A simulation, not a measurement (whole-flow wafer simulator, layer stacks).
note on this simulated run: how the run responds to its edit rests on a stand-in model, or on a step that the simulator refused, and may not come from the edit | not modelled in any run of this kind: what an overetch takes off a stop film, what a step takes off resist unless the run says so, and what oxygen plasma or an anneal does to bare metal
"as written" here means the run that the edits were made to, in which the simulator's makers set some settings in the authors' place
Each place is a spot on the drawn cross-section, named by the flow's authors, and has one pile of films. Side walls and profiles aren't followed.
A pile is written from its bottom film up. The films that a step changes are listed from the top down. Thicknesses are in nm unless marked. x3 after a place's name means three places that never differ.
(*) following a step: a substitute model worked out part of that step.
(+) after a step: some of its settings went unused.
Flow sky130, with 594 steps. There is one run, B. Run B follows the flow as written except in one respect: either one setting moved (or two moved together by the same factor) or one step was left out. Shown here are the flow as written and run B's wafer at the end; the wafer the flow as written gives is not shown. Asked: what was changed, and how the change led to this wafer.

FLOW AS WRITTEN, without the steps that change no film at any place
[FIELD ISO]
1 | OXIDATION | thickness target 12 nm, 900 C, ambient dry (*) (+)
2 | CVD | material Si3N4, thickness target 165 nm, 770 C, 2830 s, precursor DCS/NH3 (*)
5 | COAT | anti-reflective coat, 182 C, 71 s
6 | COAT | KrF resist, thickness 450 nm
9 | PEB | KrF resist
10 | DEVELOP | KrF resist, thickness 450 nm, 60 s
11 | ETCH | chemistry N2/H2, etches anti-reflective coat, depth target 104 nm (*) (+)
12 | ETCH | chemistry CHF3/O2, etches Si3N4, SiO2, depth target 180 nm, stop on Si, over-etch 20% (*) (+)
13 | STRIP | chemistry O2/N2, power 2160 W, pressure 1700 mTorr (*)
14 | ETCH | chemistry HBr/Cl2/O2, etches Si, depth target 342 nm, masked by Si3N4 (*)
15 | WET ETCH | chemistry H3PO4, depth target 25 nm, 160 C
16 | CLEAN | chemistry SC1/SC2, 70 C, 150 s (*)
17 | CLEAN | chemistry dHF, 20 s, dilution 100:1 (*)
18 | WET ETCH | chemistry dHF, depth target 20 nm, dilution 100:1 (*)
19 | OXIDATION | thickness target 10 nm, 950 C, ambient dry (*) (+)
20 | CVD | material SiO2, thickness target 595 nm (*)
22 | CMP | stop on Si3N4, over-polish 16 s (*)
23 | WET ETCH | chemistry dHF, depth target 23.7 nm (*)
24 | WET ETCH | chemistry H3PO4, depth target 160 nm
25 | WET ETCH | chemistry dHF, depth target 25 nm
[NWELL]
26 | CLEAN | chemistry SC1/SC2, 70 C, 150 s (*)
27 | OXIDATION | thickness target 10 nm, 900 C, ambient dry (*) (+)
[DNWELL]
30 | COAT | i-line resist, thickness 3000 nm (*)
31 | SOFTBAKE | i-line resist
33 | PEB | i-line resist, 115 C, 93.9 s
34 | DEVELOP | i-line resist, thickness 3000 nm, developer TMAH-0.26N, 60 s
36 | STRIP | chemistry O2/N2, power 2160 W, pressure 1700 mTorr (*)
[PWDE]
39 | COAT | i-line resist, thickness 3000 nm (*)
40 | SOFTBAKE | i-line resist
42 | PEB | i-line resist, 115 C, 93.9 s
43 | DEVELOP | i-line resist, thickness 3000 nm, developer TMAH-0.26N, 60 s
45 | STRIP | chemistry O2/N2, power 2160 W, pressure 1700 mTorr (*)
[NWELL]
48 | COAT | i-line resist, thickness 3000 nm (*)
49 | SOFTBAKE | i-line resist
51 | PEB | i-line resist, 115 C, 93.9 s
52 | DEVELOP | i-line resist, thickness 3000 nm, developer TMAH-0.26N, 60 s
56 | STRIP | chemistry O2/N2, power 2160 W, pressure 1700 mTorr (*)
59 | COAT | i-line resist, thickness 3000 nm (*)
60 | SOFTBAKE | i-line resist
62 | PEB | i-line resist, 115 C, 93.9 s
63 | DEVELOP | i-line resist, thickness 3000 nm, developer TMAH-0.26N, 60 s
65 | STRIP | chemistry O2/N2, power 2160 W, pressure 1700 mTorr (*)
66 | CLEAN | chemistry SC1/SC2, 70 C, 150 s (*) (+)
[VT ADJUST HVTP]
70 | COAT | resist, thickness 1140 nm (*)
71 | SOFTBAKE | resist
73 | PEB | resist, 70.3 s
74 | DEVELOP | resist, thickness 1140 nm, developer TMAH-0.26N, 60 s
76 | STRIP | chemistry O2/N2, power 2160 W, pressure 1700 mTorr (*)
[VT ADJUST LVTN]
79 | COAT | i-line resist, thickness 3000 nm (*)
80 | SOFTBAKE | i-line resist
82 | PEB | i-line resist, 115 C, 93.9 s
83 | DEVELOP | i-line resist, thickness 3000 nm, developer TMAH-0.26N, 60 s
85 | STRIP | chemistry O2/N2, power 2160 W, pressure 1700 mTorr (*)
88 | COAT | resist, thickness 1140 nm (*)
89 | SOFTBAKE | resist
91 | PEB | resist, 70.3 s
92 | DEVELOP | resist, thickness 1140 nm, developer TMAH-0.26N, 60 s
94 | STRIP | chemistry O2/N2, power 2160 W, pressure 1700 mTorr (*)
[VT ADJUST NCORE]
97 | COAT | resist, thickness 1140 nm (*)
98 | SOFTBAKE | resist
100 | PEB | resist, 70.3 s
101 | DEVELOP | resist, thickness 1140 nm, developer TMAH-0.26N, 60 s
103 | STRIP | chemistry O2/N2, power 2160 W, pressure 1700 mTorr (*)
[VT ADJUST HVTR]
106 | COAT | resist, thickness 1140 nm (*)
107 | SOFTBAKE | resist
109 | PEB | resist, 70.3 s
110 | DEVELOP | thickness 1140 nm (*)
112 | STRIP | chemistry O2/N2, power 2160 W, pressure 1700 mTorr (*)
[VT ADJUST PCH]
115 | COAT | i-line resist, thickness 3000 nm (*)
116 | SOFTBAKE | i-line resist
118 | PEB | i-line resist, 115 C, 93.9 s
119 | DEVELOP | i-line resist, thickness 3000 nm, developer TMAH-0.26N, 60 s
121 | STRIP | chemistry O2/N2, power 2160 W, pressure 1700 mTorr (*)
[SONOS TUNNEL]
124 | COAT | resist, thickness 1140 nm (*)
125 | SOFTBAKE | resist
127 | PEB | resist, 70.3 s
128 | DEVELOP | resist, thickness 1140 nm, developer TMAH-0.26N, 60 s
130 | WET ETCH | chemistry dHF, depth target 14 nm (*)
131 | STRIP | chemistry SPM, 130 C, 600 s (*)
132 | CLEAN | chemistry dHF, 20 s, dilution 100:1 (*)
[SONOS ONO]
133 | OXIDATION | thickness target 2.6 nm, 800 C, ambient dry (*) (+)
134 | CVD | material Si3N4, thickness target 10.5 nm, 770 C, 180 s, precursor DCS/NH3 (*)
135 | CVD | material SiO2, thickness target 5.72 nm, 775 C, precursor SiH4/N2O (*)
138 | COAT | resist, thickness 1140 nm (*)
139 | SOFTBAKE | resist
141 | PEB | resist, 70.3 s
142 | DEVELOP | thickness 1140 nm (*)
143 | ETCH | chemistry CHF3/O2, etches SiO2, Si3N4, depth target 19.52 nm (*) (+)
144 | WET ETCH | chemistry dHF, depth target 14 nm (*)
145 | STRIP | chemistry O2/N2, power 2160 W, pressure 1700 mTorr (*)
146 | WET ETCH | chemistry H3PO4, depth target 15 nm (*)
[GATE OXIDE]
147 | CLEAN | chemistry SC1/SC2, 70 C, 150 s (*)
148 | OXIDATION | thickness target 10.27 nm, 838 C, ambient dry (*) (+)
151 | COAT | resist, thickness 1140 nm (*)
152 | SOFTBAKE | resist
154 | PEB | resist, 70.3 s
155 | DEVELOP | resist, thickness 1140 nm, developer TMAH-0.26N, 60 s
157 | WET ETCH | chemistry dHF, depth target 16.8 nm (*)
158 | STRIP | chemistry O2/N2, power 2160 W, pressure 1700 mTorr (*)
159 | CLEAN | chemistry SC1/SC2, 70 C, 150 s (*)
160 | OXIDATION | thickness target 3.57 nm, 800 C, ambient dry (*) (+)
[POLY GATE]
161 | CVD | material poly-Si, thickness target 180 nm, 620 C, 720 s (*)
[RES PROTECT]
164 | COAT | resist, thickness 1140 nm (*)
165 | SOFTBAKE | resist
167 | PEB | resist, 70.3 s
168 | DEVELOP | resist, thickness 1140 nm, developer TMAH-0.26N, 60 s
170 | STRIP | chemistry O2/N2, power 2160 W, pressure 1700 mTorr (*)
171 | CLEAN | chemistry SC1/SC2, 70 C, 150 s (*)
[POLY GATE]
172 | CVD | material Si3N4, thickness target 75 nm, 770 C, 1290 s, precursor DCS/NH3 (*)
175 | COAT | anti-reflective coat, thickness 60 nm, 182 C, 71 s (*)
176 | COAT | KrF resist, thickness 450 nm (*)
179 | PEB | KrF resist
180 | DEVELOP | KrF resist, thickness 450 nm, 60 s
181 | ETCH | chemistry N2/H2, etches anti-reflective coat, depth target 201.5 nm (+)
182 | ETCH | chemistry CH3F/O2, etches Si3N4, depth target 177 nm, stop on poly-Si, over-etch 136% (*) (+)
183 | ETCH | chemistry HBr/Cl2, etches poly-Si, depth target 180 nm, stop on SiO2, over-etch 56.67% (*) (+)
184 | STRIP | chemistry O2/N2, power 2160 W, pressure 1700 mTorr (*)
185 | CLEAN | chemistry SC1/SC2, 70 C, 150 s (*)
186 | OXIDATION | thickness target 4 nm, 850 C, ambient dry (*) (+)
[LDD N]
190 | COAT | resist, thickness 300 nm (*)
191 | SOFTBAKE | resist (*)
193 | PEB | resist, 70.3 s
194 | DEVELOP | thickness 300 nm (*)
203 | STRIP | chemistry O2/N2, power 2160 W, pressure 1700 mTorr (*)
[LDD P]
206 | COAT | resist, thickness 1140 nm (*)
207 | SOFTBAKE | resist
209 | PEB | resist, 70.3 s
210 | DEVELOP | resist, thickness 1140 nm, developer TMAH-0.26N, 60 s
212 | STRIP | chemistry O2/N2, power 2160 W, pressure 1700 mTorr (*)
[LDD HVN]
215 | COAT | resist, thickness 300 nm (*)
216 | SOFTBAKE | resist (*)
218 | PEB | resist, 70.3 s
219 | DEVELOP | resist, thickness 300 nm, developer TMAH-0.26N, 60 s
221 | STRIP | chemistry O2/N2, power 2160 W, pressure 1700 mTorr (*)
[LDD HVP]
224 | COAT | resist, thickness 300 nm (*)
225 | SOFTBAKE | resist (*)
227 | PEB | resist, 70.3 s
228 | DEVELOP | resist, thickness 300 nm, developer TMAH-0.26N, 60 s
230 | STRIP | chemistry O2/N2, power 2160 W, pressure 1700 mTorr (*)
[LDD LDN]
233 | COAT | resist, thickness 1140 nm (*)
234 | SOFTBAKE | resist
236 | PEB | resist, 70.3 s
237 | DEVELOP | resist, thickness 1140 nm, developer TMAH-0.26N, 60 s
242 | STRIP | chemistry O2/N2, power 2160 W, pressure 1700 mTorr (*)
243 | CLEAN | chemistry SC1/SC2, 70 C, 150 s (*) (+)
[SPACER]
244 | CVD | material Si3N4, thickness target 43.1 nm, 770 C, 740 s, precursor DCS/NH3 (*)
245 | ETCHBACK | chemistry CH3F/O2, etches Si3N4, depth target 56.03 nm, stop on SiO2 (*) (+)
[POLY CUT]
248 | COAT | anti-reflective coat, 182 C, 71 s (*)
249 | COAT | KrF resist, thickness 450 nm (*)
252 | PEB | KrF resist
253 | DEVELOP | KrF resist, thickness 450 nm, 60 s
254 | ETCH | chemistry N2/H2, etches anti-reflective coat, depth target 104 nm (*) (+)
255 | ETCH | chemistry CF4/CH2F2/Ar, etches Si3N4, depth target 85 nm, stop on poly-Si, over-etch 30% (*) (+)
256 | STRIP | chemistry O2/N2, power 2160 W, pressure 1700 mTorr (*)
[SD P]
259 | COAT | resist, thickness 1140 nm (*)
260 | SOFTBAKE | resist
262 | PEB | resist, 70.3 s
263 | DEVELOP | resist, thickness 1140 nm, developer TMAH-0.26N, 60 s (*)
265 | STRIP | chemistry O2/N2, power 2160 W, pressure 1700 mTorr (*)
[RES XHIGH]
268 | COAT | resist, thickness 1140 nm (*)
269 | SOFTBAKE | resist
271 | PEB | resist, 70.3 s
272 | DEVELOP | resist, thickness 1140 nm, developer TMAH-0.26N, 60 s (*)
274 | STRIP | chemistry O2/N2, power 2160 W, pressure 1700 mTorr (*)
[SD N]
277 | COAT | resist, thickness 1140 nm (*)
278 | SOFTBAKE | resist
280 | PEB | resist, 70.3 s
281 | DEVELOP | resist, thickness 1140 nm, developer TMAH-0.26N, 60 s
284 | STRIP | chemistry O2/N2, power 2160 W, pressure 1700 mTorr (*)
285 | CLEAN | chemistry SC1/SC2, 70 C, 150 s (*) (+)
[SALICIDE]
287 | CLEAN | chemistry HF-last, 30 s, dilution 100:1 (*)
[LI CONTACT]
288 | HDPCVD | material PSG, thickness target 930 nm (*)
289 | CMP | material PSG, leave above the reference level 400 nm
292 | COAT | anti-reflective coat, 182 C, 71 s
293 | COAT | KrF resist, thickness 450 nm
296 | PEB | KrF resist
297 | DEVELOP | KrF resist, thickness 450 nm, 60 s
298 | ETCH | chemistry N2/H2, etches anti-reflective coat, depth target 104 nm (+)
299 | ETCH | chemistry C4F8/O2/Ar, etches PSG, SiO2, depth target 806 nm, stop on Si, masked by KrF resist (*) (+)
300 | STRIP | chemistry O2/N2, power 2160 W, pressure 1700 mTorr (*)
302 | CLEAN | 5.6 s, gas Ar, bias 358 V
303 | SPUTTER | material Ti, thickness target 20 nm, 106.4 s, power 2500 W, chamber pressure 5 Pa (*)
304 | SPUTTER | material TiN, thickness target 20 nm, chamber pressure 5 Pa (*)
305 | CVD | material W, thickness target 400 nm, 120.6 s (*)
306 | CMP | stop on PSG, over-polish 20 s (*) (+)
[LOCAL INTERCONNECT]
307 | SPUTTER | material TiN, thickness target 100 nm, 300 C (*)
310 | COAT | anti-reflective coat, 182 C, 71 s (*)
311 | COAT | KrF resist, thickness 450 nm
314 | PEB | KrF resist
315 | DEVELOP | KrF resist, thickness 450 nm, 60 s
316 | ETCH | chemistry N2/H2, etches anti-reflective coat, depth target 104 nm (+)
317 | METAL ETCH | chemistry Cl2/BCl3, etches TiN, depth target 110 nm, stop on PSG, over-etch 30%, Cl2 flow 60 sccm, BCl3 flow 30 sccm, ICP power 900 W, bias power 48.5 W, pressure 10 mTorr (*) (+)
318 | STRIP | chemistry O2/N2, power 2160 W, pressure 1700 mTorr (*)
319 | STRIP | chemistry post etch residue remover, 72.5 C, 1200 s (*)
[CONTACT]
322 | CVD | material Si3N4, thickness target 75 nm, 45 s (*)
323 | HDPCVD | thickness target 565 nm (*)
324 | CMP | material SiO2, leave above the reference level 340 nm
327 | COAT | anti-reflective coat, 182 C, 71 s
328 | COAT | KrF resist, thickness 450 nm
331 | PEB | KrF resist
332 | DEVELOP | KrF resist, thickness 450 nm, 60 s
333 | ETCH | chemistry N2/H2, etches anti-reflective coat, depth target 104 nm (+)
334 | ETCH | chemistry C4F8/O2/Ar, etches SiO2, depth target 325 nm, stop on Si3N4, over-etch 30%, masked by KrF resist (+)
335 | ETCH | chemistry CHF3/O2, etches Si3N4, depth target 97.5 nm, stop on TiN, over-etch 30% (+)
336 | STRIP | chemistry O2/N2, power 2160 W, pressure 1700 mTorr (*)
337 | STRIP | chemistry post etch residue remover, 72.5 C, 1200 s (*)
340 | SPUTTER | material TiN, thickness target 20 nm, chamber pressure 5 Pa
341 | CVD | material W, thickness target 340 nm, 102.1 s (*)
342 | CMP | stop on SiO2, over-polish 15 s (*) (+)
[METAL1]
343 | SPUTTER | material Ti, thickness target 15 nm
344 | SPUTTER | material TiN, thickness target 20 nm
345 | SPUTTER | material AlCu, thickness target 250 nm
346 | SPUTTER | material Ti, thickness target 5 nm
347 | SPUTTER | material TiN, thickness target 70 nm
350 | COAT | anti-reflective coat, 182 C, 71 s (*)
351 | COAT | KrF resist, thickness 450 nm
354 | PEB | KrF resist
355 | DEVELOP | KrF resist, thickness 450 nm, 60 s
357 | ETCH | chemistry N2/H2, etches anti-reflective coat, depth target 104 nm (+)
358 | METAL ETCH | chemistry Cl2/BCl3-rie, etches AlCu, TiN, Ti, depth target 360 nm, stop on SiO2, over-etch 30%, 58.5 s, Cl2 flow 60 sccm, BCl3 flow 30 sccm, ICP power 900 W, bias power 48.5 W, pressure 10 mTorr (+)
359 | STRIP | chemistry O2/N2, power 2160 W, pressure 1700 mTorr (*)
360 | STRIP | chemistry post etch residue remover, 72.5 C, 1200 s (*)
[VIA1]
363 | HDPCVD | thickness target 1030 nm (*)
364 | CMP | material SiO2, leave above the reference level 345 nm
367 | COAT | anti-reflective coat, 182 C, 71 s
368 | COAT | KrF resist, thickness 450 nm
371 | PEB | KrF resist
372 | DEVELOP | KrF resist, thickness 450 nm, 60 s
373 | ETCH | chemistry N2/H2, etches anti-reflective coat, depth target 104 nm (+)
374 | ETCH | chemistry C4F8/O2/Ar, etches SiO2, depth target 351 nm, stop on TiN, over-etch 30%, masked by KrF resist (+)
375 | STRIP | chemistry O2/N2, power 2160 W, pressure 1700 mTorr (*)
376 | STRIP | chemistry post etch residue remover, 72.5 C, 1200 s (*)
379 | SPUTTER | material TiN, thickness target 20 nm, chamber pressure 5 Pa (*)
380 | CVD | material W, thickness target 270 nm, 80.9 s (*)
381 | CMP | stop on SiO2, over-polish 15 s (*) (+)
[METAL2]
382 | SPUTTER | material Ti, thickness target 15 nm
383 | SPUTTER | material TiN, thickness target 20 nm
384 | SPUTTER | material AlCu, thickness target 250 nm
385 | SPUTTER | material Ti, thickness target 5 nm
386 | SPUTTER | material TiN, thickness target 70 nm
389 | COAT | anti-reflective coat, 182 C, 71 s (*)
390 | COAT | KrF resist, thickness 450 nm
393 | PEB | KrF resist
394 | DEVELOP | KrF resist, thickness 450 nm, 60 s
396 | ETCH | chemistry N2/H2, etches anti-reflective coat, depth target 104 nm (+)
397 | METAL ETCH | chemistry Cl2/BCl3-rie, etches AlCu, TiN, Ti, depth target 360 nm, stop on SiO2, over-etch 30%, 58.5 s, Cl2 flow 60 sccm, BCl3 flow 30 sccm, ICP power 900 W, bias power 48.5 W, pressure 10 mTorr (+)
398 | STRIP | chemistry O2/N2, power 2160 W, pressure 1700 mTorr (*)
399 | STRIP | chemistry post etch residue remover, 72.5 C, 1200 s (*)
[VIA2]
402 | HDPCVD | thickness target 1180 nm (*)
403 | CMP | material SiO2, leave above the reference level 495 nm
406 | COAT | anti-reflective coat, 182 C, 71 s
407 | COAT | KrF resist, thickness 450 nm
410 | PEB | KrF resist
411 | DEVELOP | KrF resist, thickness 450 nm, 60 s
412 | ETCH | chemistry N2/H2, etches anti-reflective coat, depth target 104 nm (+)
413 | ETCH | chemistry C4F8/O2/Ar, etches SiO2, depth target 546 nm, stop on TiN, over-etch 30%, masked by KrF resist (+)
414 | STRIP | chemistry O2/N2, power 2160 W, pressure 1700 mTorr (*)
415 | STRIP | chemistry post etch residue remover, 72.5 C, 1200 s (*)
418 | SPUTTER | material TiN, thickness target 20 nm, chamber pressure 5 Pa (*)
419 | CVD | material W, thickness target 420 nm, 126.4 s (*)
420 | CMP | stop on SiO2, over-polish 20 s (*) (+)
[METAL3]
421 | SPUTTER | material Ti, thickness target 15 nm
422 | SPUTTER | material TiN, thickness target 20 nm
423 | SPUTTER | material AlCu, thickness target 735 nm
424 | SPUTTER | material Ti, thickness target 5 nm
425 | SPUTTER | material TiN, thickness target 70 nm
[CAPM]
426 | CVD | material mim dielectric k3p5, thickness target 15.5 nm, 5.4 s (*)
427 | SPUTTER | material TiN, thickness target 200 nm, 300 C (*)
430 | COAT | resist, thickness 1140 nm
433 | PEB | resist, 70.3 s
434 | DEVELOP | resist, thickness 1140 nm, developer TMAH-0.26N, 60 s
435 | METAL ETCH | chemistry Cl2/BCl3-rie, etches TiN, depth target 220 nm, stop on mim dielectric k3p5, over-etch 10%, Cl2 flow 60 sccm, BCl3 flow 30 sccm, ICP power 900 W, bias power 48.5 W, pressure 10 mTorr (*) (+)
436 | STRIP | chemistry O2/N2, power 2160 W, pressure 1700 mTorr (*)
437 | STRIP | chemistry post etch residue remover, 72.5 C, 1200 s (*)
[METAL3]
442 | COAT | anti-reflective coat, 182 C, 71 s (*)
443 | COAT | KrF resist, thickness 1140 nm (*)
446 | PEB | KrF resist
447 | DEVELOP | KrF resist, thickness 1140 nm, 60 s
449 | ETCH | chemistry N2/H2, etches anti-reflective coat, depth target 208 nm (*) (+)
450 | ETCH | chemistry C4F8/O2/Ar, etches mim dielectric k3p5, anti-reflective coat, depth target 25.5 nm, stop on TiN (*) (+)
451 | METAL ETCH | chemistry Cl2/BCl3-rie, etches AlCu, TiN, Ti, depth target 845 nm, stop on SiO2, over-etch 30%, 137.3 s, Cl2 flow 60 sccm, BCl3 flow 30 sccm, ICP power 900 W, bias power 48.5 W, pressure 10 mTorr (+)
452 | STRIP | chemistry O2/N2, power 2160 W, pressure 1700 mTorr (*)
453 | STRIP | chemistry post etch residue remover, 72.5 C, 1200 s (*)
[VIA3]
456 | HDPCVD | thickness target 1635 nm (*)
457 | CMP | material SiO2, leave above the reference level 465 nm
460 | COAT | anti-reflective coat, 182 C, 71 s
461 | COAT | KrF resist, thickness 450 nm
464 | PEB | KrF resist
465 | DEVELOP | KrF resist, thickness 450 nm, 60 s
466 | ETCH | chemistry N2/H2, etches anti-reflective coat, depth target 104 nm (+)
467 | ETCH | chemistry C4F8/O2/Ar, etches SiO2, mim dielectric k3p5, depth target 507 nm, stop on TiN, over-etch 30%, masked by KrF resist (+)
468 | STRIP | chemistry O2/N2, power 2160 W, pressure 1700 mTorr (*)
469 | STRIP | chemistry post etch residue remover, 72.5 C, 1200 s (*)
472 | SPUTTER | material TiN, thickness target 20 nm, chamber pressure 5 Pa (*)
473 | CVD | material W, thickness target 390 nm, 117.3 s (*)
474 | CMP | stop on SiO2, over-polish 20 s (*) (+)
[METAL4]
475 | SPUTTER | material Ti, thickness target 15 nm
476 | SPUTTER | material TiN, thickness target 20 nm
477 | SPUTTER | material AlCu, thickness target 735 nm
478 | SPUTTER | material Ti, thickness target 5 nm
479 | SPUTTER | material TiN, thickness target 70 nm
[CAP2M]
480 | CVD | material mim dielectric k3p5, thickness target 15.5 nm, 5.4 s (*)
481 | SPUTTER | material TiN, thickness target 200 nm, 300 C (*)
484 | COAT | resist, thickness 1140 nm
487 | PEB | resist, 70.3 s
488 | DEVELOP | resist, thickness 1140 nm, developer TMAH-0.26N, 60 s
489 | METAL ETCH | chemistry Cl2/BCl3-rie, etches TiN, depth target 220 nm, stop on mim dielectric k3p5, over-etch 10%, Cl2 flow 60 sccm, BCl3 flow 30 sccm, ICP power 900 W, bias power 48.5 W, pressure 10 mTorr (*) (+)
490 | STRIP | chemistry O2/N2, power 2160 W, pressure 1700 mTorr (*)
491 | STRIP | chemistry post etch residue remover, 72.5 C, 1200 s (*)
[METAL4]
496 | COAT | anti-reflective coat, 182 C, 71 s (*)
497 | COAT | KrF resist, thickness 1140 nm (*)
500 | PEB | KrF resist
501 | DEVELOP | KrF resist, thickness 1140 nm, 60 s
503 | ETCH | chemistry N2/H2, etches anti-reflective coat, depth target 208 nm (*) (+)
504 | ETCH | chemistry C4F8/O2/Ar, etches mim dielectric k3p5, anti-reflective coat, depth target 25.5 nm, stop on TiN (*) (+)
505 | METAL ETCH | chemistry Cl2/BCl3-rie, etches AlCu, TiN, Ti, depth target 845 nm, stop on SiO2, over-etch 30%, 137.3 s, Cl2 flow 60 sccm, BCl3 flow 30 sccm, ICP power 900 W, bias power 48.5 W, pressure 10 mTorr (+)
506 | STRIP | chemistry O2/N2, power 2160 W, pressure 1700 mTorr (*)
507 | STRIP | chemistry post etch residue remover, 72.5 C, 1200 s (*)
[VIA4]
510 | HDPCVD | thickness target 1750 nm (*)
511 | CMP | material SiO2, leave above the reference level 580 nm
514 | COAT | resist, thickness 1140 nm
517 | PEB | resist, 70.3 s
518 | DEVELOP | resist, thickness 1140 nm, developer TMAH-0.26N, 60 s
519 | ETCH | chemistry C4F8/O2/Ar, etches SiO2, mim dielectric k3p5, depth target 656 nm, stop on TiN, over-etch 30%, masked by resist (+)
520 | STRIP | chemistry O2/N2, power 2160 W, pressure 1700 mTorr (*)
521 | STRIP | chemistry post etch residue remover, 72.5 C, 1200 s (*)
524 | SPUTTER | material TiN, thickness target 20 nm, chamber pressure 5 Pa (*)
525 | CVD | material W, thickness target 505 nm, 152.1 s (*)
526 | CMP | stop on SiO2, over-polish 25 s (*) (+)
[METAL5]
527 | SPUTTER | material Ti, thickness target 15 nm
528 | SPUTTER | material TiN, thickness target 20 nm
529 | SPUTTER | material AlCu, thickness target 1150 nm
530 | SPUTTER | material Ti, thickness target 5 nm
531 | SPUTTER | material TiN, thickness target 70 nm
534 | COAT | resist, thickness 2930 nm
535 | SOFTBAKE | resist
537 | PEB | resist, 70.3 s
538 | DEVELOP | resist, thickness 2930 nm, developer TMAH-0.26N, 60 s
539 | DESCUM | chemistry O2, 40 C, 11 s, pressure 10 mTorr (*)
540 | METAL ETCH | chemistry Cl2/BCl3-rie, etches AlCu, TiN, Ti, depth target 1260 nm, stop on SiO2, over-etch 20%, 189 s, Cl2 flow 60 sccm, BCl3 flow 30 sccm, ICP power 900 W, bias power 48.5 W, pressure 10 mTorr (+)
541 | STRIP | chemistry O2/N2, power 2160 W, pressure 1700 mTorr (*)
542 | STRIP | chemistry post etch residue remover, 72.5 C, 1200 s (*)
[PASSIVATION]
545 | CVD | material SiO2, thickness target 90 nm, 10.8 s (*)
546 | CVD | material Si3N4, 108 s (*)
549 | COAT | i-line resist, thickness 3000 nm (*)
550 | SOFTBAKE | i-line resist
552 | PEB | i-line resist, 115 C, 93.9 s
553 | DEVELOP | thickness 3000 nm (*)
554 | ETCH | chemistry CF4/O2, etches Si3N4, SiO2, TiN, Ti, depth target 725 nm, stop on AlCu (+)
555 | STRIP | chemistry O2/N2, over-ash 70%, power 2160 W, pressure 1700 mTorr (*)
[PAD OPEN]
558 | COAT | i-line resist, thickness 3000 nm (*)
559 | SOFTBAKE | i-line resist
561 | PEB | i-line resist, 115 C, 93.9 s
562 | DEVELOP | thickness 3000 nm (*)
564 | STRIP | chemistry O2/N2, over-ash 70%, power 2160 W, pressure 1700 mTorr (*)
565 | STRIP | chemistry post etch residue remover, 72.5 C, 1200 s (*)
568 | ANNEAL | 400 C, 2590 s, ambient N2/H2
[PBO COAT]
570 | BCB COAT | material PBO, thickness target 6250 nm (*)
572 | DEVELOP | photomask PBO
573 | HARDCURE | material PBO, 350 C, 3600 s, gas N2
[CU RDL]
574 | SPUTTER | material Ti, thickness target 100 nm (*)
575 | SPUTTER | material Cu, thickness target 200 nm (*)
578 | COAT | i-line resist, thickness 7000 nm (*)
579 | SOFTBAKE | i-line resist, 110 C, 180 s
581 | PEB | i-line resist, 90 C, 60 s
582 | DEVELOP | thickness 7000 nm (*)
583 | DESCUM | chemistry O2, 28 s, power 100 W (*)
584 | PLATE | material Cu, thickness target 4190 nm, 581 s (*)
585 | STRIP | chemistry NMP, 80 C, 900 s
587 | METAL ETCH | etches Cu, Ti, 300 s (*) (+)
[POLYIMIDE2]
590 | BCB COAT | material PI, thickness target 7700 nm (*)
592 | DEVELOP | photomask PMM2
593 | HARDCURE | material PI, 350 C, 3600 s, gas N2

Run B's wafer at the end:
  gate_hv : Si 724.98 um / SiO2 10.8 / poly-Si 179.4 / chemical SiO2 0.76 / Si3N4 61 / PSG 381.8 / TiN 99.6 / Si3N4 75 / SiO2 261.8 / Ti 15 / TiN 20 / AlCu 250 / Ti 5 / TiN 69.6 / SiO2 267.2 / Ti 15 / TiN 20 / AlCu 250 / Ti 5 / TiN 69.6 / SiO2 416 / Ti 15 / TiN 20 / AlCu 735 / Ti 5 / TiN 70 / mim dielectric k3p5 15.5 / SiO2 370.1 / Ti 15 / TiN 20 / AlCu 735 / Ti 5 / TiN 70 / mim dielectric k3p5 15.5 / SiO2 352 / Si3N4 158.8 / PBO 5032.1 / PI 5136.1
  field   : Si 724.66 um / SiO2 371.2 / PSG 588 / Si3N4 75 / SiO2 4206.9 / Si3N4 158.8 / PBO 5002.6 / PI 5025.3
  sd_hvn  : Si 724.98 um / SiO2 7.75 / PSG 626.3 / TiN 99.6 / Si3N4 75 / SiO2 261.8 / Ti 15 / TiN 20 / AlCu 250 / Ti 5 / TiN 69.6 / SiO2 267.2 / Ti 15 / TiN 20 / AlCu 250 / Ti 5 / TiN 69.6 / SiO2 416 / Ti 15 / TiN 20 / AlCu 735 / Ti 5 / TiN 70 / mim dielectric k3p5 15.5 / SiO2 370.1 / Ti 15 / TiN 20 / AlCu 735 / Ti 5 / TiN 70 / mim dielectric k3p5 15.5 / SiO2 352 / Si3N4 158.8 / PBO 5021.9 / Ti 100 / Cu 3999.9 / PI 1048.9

What caused this: step 511, CMP: leave above the reference level 348 nm was run, though the flow has leave above the reference level 580 nm.

The path from the change to this, step by step:
  511 | CMP | material SiO2, leave above the reference level 580 nm
      n_well, p_well, gate_hv and 99 more: -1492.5 SiO2 (it would be, as written: -1260.5 SiO2)
      field, active, gate and 77 more: -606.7 SiO2 (it would be, as written: -374.7 SiO2)
      (as well as at 11 more places)
  519 | ETCH | chemistry C4F8/O2/Ar, etches SiO2, mim dielectric k3p5, depth target 656 nm, stop on TiN, over-etch 30%, masked by resist (+)
      field, active, n_well and 188 more: -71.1 resist (it would be, as written: -131.2 resist)
      m1: -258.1 SiO2 (all of it), -15.5 mim dielectric k3p5 (all of it) (it would be, as written: -490.1 SiO2 (all of it), -15.5 mim dielectric k3p5 (all of it))
      (as well as at 1 more place)
  520 | STRIP | chemistry O2/N2, power 2160 W, pressure 1700 mTorr (*)
      field, active, n_well and 188 more: -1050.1 resist (all of it) (it would be, as written: -990.1 resist (all of it))
  524 | SPUTTER | material TiN, thickness target 20 nm, chamber pressure 5 Pa (*)
      m1, via4_hole: +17 TiN (it would be, as written: +15.3 TiN)
  525 | CVD | material W, thickness target 505 nm, 152.1 s (*)
      m1: +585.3 W (new film) (it would be, as written: +1015.8 W (new film))
      via4_hole: +586.4 W (new film) (it would be, as written: +1015.2 W (new film))
  526 | CMP | stop on SiO2, over-polish 25 s (*) (+)
      m1: -335.9 W (it would be, as written: -532.7 W)
      via4_hole: -337.7 W (it would be, as written: -532.7 W)
